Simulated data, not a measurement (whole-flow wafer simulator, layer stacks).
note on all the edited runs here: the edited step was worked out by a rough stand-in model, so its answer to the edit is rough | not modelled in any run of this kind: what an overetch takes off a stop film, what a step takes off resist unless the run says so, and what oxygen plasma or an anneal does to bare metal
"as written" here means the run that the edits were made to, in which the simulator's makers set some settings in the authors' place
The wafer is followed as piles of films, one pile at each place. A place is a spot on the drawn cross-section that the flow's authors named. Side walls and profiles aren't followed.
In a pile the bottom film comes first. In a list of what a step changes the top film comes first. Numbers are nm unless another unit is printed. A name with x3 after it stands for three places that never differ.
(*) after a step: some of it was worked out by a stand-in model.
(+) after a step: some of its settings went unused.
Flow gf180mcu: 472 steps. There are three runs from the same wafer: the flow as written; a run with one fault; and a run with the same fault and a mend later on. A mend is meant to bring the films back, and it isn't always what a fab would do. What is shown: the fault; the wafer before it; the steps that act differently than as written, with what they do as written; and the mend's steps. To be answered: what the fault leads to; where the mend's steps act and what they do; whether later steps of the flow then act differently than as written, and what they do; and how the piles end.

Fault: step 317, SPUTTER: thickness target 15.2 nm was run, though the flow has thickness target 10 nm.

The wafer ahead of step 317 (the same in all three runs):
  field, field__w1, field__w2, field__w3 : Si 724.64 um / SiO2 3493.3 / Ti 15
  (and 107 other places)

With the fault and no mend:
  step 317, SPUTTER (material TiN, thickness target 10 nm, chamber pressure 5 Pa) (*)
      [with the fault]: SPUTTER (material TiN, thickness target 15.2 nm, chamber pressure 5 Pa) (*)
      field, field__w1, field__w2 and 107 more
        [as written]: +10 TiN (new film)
        [with the fault]: +15.2 TiN (new film)
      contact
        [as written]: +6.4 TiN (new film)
        [with the fault]: +9.72 TiN (new film)
  Later steps of the flow acting differently than as written (1 other step is not shown; it differs only slightly, by no more than 2% or 0.5 nm, whichever is larger):
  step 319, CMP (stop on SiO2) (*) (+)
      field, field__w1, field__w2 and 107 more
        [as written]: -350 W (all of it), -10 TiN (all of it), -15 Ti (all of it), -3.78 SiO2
        [with the fault]: -350 W (all of it), -15.2 TiN (all of it), -15 Ti (all of it), -3.84 SiO2
  The piles end different from the flow's at contact by more than 2% or 0.5 nm, whichever is larger.
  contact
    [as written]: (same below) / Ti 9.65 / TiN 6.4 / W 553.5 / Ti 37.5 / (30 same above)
    [with the fault]: (same below) / Ti 9.65 / TiN 9.72 / W 550.1 / Ti 37.5 / (30 same above)

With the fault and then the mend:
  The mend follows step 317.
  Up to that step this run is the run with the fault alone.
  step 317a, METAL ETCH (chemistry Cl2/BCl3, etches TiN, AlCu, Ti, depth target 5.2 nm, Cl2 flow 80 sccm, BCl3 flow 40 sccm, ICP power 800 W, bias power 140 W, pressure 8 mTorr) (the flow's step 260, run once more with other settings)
      field, field__w1, field__w2 and 108 more
        -5.2 TiN
  Later steps of the flow that are run all act as written at every place that is followed, up to a difference of at most 2% or 0.5 nm, whichever is larger.
  The piles end different from the flow's at contact by more than 2% or 0.5 nm, whichever is larger.
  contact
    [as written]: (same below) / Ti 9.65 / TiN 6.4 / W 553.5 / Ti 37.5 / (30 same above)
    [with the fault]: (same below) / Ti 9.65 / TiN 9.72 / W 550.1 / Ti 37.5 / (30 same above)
    [with the mend]: (same below) / Ti 9.65 / TiN 4.52 / W 555.4 / Ti 37.5 / (30 same above)
